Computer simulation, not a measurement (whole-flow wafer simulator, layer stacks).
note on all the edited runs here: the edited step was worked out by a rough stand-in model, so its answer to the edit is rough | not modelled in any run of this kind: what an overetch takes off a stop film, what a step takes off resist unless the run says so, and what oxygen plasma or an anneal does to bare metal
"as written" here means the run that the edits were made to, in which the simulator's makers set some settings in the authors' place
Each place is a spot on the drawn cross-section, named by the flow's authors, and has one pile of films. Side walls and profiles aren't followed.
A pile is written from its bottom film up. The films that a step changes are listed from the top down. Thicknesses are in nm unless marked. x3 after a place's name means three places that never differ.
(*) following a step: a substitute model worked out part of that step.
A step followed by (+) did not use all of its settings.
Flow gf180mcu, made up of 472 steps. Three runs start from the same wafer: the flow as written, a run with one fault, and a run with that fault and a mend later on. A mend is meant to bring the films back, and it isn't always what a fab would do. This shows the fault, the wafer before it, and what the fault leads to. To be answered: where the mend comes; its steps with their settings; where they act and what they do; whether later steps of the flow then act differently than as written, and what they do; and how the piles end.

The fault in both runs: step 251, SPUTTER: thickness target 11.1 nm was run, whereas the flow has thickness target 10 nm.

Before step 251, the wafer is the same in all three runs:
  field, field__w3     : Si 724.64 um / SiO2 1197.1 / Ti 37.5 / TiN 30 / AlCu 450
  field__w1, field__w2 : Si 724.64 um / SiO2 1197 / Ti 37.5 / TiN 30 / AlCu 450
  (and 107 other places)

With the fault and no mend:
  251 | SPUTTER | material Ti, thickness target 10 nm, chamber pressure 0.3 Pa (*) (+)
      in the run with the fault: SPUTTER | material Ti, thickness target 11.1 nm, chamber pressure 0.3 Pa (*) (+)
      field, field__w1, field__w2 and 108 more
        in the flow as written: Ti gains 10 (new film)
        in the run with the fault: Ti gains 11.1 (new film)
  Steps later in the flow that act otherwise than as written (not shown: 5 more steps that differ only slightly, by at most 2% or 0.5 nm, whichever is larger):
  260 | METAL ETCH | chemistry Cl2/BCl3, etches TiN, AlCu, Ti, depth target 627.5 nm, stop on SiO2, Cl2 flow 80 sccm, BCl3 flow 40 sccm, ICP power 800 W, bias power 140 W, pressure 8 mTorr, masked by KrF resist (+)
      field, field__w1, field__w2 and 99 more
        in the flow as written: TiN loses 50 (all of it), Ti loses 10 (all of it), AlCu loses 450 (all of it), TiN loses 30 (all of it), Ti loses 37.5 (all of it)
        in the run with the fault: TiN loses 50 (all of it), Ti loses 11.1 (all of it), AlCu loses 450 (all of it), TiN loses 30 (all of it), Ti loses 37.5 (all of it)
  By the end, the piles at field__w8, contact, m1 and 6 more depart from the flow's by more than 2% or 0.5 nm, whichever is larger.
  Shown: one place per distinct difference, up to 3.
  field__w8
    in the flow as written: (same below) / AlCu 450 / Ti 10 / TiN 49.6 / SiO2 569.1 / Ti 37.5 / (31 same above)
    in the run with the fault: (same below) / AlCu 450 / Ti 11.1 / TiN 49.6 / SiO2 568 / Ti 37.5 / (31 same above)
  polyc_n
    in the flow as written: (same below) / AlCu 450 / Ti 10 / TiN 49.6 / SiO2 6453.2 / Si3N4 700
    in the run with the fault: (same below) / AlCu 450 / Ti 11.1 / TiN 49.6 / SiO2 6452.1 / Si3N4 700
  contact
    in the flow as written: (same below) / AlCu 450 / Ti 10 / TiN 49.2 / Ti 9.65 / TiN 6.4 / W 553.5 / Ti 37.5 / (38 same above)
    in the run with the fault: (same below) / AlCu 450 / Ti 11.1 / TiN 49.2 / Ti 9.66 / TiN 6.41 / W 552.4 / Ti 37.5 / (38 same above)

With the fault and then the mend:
  The mend stands after step 251.
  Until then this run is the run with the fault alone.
  251a | METAL ETCH | chemistry Cl2/BCl3, etches TiN, AlCu, Ti, depth target 1.1 nm, Cl2 flow 80 sccm, BCl3 flow 40 sccm, ICP power 800 W, bias power 140 W, pressure 8 mTorr
      field, field__w1, field__w2 and 108 more
        Ti loses 1.1
  None of the later steps of the flow acts differently than as written at any place that is followed.
  By the end, the piles equal the flow's at every place that both follow.
